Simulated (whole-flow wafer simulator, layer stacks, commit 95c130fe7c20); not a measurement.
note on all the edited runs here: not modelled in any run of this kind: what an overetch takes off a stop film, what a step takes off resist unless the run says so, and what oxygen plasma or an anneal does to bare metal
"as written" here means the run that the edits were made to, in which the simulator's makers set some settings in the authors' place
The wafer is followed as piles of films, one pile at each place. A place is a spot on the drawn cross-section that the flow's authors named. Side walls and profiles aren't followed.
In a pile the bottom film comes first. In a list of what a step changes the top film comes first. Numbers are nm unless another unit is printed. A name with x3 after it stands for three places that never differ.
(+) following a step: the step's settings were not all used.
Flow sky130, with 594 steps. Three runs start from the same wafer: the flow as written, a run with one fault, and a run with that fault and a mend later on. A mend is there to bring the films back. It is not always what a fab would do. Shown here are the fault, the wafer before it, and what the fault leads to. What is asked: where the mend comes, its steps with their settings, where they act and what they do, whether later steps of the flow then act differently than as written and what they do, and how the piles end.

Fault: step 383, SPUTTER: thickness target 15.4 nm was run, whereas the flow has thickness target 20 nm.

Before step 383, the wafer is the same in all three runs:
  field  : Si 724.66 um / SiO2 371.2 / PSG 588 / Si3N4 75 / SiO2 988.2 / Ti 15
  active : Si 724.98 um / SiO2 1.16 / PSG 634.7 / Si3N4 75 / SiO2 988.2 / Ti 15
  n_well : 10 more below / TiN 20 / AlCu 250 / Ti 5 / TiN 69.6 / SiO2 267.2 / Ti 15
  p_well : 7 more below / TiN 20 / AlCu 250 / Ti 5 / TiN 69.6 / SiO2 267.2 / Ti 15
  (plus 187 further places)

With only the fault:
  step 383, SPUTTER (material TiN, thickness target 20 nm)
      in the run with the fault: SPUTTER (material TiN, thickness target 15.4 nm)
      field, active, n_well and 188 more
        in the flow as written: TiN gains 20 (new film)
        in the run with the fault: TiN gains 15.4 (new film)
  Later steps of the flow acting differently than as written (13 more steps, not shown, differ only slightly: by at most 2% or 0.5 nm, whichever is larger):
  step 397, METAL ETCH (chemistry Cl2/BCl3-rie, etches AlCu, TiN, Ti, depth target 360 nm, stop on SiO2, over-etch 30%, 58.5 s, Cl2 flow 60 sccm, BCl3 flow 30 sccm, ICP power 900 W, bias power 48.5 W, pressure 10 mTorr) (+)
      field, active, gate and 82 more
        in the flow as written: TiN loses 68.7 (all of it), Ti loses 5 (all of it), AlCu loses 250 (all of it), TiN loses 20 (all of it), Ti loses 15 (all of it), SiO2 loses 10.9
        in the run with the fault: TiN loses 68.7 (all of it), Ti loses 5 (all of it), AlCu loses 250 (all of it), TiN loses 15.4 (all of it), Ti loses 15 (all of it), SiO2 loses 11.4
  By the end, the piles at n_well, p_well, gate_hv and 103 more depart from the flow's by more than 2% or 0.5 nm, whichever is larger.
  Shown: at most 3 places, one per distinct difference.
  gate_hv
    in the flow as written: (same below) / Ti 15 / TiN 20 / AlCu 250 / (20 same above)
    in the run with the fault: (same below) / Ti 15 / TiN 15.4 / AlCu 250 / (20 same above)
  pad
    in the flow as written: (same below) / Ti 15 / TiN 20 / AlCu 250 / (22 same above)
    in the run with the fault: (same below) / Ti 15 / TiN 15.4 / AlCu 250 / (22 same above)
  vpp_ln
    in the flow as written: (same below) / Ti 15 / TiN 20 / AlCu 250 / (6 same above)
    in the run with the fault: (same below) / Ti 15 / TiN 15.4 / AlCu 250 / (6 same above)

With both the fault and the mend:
  The mend follows step 383.
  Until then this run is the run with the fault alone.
  step 383a, SPUTTER (material TiN, thickness target 4.6 nm) (the flow's step 383, run once more with other settings)
      field, active, n_well and 188 more
        TiN gains 4.6
  Every later step of the flow that is run acts as written at every place that is followed.
  At every place that both follow, the piles at the end match the flow's.
